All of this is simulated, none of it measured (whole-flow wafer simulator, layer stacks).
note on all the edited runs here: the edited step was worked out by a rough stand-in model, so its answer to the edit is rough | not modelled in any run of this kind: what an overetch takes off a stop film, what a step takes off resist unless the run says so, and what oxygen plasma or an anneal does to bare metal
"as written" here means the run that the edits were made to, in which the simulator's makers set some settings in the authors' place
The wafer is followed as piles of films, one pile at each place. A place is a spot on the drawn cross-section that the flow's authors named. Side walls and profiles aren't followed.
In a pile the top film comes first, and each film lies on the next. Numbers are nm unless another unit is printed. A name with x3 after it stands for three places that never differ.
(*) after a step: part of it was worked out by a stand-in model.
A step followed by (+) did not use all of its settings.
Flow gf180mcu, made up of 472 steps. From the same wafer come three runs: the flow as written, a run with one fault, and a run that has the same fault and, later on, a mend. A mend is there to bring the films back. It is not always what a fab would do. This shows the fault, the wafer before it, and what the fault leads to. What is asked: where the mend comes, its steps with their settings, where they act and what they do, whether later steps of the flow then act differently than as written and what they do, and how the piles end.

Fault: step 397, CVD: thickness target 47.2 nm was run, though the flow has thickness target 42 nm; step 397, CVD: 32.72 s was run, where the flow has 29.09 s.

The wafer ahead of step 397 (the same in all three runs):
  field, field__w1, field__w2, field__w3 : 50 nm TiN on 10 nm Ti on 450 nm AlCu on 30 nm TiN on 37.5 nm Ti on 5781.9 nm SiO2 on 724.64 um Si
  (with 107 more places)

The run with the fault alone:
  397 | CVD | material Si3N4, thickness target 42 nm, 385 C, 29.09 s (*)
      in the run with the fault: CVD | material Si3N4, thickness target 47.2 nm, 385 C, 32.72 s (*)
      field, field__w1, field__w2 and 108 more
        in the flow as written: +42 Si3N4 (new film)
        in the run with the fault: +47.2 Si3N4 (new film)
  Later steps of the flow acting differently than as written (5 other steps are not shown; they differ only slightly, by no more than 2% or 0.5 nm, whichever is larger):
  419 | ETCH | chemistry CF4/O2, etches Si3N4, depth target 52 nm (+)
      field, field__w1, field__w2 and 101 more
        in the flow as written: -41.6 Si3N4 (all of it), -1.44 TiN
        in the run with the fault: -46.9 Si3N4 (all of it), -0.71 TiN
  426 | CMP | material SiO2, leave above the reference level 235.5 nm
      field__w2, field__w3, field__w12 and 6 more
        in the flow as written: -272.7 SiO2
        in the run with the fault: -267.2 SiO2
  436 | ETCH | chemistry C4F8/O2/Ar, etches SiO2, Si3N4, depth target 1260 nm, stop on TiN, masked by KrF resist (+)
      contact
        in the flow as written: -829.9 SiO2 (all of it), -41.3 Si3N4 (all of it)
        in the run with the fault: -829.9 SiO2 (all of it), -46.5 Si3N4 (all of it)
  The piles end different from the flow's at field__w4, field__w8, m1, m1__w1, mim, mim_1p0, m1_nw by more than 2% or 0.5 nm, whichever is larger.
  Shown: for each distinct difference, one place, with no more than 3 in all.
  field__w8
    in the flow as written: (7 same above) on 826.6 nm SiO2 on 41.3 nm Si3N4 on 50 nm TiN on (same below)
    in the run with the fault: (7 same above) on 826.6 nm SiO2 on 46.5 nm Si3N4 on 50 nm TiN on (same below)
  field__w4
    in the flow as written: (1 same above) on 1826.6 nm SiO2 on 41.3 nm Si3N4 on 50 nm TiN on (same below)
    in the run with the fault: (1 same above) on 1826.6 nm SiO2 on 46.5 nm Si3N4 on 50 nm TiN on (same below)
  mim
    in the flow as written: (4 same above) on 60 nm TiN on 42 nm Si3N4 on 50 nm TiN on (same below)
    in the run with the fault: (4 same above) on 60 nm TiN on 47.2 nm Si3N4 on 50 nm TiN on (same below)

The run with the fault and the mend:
  After step 397 comes the mend.
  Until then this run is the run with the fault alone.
  397a | WET ETCH | chemistry H3PO4, depth target 5.2 nm, 160 C (a further turn of the flow's step 14, with different settings)
      field, field__w1, field__w2 and 108 more
        -5.2 Si3N4
  Every later step of the flow that is run acts as written, at every place that is followed, to within 2% or 0.5 nm, whichever is larger.
  At the end the piles are close to the flow's at the places that both follow, differing by at most 2% or 0.5 nm, whichever is larger.
